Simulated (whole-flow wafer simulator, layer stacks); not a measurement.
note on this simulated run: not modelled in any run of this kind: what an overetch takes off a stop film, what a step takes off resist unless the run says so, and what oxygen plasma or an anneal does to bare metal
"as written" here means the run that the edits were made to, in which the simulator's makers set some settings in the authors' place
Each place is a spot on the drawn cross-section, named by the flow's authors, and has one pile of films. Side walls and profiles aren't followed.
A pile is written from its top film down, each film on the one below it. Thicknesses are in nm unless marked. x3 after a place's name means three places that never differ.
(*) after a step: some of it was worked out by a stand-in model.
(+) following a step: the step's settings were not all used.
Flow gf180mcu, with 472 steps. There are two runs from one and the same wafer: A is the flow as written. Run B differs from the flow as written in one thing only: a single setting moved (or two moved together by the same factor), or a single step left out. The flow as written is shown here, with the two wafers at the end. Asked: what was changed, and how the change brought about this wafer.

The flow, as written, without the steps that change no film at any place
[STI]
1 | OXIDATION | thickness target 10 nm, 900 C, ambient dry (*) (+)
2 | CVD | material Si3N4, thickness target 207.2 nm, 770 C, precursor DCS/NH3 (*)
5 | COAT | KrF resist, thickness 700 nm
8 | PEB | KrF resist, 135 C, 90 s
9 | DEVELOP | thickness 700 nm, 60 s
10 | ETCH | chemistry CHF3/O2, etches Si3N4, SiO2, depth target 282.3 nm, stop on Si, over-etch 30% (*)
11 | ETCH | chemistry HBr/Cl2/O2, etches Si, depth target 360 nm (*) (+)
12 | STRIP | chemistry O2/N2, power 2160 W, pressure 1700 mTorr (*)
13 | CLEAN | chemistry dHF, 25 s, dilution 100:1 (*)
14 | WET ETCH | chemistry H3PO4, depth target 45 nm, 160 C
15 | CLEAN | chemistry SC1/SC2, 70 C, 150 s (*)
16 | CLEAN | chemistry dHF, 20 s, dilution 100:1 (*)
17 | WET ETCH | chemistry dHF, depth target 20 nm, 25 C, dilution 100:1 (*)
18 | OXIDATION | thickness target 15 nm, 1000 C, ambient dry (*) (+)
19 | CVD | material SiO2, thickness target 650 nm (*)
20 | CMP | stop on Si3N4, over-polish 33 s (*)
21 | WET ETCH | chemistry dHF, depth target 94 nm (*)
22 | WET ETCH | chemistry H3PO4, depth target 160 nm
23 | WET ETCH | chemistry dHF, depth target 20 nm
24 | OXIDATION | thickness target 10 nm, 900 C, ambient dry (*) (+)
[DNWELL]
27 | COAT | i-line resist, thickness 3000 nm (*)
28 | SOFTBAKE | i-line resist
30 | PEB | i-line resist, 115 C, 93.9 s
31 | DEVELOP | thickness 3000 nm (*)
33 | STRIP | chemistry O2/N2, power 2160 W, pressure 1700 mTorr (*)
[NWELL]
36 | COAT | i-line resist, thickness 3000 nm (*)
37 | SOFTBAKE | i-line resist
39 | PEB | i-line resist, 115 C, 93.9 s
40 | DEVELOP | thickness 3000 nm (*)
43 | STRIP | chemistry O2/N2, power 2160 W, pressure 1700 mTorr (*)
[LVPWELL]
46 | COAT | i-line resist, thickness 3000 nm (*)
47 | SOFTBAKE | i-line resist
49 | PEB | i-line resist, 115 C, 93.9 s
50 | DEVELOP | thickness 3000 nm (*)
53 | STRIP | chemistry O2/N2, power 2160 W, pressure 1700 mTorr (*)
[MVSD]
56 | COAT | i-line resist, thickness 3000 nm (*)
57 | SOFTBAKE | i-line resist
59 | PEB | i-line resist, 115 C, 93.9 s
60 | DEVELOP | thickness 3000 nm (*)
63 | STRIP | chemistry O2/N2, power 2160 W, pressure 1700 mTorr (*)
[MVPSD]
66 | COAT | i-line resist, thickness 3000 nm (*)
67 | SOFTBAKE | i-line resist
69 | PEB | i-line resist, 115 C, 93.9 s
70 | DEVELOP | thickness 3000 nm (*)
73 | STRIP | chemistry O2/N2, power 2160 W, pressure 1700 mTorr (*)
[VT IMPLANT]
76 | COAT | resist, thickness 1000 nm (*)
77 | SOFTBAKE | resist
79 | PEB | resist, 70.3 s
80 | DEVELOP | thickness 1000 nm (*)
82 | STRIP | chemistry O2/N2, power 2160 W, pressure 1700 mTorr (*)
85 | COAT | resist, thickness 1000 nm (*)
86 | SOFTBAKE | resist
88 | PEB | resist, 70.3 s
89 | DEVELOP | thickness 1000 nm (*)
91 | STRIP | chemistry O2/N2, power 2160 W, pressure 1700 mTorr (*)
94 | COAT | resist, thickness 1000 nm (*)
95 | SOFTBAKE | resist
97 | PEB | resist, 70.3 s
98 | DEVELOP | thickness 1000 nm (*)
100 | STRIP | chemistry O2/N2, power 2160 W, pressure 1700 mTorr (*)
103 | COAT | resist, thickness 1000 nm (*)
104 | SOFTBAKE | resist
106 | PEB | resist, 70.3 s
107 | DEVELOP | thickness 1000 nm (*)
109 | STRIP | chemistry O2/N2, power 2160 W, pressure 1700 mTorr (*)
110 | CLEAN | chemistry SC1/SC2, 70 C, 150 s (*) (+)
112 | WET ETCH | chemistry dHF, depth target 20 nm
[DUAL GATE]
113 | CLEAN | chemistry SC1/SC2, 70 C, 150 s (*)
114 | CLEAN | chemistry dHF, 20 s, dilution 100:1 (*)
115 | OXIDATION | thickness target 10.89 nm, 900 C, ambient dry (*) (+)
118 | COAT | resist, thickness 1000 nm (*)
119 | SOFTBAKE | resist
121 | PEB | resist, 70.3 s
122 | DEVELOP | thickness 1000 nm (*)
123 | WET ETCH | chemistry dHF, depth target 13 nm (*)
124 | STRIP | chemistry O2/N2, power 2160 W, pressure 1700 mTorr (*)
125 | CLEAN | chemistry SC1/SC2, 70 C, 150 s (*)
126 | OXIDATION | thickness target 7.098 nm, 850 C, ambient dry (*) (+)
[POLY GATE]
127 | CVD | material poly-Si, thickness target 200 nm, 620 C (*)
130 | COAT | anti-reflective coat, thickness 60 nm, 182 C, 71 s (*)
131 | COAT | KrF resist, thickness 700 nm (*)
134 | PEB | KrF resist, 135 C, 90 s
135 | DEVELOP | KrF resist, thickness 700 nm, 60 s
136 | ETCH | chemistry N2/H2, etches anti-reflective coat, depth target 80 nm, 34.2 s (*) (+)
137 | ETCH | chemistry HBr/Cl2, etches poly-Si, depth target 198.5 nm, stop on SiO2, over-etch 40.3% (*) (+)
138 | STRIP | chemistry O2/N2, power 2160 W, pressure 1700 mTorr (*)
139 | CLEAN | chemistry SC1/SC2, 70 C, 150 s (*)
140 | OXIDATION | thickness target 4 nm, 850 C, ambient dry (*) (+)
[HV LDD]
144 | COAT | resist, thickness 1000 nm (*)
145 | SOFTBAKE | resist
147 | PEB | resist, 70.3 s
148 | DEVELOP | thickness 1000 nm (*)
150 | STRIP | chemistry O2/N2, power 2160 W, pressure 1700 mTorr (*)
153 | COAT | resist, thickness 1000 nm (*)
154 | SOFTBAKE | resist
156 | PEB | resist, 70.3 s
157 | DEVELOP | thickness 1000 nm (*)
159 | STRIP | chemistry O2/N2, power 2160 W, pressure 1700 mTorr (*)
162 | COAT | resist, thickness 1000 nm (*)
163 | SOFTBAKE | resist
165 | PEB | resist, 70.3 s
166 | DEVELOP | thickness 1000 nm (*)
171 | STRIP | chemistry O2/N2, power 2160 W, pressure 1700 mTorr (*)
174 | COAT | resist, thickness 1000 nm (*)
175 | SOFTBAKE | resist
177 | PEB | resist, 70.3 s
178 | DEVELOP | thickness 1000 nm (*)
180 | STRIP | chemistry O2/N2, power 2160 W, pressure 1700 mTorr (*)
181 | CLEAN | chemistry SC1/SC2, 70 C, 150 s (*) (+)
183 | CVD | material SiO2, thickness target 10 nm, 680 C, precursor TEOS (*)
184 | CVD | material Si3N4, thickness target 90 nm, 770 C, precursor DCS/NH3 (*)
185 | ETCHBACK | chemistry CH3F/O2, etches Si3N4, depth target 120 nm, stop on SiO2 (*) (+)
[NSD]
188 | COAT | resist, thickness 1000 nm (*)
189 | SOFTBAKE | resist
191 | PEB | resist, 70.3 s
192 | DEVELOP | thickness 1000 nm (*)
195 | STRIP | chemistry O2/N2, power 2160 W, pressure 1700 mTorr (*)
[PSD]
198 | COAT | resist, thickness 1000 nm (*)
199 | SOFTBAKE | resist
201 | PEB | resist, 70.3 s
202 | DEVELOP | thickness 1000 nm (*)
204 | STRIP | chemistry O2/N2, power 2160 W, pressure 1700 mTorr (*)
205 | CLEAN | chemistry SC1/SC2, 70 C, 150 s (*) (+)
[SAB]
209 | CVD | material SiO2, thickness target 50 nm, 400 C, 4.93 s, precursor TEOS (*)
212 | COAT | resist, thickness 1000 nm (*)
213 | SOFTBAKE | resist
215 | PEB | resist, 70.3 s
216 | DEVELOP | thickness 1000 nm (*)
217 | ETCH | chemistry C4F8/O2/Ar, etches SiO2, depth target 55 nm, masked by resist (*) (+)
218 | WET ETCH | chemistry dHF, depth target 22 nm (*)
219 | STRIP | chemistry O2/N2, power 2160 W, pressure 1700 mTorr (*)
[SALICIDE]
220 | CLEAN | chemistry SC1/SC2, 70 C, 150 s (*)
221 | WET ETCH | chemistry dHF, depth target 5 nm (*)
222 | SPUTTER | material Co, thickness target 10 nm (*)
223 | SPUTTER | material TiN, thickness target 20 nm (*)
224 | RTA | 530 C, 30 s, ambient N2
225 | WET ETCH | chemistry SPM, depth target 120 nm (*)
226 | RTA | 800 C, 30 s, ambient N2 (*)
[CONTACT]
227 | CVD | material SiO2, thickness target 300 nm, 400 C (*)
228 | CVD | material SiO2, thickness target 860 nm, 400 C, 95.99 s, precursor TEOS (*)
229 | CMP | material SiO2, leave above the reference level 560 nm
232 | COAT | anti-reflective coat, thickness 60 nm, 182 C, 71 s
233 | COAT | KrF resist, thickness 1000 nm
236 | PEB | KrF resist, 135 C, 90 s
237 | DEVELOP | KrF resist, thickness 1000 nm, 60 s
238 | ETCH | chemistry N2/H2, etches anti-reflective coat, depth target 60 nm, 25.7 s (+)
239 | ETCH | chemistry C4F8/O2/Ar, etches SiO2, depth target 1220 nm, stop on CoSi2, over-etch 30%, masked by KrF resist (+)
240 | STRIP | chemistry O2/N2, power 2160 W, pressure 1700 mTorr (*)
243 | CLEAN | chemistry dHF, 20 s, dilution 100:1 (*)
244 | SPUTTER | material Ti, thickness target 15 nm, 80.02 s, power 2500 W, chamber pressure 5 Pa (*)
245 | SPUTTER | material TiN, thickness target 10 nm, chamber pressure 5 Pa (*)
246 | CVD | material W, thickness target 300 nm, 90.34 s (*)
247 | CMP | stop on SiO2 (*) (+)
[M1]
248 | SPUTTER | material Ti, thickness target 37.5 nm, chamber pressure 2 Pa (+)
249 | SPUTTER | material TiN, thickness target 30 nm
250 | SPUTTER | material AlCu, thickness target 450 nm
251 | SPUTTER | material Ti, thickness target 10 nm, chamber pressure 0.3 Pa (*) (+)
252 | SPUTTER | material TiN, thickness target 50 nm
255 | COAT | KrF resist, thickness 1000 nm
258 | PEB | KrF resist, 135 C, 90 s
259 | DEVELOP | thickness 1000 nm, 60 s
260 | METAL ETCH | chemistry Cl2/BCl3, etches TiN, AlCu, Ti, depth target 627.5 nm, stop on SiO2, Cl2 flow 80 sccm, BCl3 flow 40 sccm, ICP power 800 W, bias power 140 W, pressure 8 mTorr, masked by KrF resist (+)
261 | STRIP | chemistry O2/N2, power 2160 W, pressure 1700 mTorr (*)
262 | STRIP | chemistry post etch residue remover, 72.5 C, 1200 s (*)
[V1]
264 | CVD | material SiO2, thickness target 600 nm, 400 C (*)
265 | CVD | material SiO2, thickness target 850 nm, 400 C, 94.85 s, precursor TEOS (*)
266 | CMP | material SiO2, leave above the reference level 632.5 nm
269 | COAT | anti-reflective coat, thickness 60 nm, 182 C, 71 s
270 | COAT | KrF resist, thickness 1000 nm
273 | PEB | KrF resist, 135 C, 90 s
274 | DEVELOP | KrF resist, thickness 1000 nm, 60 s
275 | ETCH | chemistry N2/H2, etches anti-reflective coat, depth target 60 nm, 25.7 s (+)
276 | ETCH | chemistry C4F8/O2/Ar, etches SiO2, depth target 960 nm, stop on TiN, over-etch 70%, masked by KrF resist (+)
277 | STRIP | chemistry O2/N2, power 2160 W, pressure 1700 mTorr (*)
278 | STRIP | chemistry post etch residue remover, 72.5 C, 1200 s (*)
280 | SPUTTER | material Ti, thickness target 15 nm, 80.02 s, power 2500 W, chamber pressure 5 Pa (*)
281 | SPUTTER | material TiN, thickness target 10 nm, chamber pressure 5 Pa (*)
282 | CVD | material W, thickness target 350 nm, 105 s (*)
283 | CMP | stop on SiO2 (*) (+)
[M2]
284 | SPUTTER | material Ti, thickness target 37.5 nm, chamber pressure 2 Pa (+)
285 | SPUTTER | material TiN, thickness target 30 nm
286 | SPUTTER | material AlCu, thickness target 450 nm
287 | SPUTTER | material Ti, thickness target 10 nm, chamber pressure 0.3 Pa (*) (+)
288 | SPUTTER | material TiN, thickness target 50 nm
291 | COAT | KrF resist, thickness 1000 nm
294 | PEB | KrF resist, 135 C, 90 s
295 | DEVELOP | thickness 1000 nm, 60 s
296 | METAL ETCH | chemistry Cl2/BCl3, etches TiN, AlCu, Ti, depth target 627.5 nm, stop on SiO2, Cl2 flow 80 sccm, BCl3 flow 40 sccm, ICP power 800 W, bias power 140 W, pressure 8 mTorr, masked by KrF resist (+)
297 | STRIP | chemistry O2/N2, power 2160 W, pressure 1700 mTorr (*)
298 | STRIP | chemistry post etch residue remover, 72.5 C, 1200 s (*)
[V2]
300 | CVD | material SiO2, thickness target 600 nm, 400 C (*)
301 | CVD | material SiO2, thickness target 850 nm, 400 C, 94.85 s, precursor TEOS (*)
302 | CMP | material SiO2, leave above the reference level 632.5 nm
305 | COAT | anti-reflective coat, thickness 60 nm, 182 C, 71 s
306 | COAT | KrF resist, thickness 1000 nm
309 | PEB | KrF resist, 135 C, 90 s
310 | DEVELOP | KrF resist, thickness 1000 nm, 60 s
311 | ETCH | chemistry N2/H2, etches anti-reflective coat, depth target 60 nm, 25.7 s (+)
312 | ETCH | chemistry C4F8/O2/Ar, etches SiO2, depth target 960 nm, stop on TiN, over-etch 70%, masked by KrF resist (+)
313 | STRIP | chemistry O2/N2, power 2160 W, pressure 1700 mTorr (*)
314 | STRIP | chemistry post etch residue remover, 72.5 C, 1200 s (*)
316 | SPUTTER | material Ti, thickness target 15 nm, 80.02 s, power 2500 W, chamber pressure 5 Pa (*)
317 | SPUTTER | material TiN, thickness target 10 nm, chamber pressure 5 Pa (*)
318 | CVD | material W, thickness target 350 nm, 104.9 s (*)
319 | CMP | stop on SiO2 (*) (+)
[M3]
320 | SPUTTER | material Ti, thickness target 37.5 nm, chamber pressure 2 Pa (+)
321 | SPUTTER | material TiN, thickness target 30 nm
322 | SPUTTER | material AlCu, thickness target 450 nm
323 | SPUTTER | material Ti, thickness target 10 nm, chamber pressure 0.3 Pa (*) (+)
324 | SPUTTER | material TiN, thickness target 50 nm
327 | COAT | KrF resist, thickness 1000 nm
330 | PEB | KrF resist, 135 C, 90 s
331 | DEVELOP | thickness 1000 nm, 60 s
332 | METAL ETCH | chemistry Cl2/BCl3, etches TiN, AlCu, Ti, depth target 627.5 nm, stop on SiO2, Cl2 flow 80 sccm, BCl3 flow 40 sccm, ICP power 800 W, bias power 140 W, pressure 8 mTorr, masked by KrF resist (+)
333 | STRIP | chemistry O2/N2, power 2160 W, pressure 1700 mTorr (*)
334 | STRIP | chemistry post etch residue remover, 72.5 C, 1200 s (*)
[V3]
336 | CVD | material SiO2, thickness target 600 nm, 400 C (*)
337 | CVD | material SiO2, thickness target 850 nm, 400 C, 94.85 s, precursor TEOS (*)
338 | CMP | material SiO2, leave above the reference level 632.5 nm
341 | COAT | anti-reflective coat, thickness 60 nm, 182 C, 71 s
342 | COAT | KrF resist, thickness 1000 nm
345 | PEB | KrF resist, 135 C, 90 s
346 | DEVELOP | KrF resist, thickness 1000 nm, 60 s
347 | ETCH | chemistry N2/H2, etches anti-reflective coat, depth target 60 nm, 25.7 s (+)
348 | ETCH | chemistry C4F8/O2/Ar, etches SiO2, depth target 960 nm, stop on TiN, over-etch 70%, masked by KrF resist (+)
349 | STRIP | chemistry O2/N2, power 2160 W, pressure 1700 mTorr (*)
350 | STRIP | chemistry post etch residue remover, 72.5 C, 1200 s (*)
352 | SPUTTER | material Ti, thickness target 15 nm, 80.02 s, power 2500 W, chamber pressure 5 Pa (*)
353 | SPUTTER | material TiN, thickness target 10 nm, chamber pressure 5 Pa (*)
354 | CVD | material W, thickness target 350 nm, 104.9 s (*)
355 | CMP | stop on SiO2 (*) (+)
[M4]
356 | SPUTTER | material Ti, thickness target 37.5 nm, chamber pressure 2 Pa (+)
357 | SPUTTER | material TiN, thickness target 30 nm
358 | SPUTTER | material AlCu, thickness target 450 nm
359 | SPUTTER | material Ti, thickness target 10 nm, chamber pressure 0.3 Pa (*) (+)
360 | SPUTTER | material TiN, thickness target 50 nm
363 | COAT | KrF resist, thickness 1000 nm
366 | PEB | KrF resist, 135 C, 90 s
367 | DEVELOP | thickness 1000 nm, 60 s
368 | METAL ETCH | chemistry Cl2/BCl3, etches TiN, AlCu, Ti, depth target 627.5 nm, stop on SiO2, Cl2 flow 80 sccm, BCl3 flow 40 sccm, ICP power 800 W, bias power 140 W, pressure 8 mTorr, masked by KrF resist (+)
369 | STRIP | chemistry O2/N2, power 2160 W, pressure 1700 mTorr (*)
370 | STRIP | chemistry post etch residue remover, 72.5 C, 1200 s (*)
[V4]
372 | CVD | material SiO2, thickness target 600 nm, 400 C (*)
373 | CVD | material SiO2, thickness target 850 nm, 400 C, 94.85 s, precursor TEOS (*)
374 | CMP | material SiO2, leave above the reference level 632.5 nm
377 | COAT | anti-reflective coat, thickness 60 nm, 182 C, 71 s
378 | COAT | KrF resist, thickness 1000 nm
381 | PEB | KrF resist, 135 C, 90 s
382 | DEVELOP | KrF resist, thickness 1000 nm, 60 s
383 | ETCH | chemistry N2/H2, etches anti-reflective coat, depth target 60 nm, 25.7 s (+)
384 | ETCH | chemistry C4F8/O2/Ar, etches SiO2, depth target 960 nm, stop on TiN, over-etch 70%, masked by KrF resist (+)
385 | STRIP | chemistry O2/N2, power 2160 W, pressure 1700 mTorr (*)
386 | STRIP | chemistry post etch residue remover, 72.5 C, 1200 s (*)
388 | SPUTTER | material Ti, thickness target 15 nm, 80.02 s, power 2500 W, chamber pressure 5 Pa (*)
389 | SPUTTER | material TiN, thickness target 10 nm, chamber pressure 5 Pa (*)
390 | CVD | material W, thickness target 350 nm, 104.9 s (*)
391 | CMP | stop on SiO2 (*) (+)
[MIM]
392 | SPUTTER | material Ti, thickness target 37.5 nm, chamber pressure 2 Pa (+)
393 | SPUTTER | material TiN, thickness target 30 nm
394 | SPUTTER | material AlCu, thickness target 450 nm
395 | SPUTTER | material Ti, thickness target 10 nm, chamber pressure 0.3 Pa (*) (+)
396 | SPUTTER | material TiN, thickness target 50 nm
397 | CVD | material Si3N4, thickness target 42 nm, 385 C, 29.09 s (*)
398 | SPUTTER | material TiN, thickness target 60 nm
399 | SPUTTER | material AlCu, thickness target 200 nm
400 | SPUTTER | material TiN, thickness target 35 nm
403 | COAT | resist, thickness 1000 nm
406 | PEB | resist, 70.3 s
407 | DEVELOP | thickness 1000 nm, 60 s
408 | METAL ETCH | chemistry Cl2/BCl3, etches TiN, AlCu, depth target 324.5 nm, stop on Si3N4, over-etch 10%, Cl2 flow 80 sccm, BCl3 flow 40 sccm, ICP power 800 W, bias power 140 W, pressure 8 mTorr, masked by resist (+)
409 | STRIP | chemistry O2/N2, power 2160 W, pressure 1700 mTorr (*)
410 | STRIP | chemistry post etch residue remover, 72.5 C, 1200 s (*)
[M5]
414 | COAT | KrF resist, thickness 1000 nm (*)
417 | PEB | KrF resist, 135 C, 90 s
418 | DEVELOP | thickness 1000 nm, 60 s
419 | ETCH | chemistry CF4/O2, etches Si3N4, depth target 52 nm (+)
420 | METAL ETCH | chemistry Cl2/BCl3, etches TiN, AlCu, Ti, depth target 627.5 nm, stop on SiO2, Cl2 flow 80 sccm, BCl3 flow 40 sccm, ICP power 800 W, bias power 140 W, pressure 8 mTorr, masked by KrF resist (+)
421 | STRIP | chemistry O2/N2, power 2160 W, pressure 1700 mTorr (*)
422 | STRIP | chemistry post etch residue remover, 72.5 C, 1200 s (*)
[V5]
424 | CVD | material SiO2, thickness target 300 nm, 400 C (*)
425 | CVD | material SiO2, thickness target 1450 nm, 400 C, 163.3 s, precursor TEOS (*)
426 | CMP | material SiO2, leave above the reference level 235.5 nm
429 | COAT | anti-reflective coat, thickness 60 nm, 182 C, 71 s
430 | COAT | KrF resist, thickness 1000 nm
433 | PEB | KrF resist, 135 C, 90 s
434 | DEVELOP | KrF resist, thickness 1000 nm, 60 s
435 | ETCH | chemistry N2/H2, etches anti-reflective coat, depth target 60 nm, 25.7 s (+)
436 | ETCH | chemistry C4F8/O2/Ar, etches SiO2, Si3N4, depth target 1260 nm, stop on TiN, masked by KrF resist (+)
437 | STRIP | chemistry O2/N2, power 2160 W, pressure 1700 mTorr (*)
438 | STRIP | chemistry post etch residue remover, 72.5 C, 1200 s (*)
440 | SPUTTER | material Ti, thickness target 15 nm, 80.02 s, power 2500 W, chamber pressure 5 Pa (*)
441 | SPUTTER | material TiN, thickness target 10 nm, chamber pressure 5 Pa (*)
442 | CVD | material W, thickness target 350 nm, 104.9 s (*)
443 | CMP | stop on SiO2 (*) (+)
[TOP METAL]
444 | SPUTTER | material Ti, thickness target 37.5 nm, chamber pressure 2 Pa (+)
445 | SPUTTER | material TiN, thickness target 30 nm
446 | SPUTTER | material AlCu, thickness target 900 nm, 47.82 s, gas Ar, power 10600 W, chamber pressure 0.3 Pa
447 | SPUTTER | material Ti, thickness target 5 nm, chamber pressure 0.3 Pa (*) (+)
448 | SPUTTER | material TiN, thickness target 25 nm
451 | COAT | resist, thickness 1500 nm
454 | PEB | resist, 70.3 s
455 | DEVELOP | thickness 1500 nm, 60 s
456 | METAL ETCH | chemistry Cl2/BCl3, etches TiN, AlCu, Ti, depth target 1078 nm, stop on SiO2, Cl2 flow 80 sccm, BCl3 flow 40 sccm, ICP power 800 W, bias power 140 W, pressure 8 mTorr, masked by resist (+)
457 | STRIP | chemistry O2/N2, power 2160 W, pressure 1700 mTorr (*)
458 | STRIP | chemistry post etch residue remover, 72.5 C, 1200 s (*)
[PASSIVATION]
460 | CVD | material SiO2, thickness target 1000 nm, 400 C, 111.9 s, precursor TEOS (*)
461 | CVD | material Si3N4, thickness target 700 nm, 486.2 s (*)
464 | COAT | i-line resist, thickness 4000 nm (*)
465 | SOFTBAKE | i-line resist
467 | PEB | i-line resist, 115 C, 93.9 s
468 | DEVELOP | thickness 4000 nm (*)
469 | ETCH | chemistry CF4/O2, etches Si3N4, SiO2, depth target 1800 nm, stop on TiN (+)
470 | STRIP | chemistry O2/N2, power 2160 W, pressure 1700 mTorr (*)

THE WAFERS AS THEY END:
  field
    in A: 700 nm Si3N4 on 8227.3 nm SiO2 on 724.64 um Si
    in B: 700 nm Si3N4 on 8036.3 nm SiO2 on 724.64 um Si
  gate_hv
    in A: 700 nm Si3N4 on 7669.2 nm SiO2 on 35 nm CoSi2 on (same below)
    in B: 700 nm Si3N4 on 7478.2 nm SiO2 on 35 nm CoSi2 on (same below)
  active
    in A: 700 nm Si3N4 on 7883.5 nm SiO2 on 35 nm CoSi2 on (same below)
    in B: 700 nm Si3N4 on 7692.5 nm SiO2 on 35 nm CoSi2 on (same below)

What caused this: step 394, SPUTTER: thickness target 259 nm was run, whereas the flow has thickness target 450 nm.

The path from the change to this, step by step:
  394 | SPUTTER | material AlCu, thickness target 450 nm
      field, field__w1, field__w2 and 108 more: A +450 AlCu (new film) | B +259 AlCu (new film)
  420 | METAL ETCH | chemistry Cl2/BCl3, etches TiN, AlCu, Ti, depth target 627.5 nm, stop on SiO2, Cl2 flow 80 sccm, BCl3 flow 40 sccm, ICP power 800 W, bias power 140 W, pressure 8 mTorr, masked by KrF resist (+)
      field, field__w1, field__w2 and 101 more: A -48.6 TiN (all of it), -10 Ti (all of it), -450 AlCu (all of it), -30 TiN (all of it), -37.5 Ti (all of it) | B -48.6 TiN (all of it), -10 Ti (all of it), -259 AlCu (all of it), -30 TiN (all of it), -37.5 Ti (all of it)
      field__w4, field__w8, contact, m1, m1__w1, mim, mim_1p0, m1_nw: A -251 KrF resist | B -231 KrF resist
  421 | STRIP | chemistry O2/N2, power 2160 W, pressure 1700 mTorr (*)
      field__w8, m1__w1: A -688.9 KrF resist (all of it) | B -708.8 KrF resist (all of it)
      contact, m1: A -689.3 KrF resist (all of it) | B -709.3 KrF resist (all of it)
      (also at 4 further places)
  426 | CMP | material SiO2, leave above the reference level 235.5 nm
      field, field__w1, field__w5 and 92 more: A -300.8 SiO2 | B -491.8 SiO2
      field__w2, field__w3, field__w12 and 6 more: A -272.7 SiO2 | B -472.4 SiO2
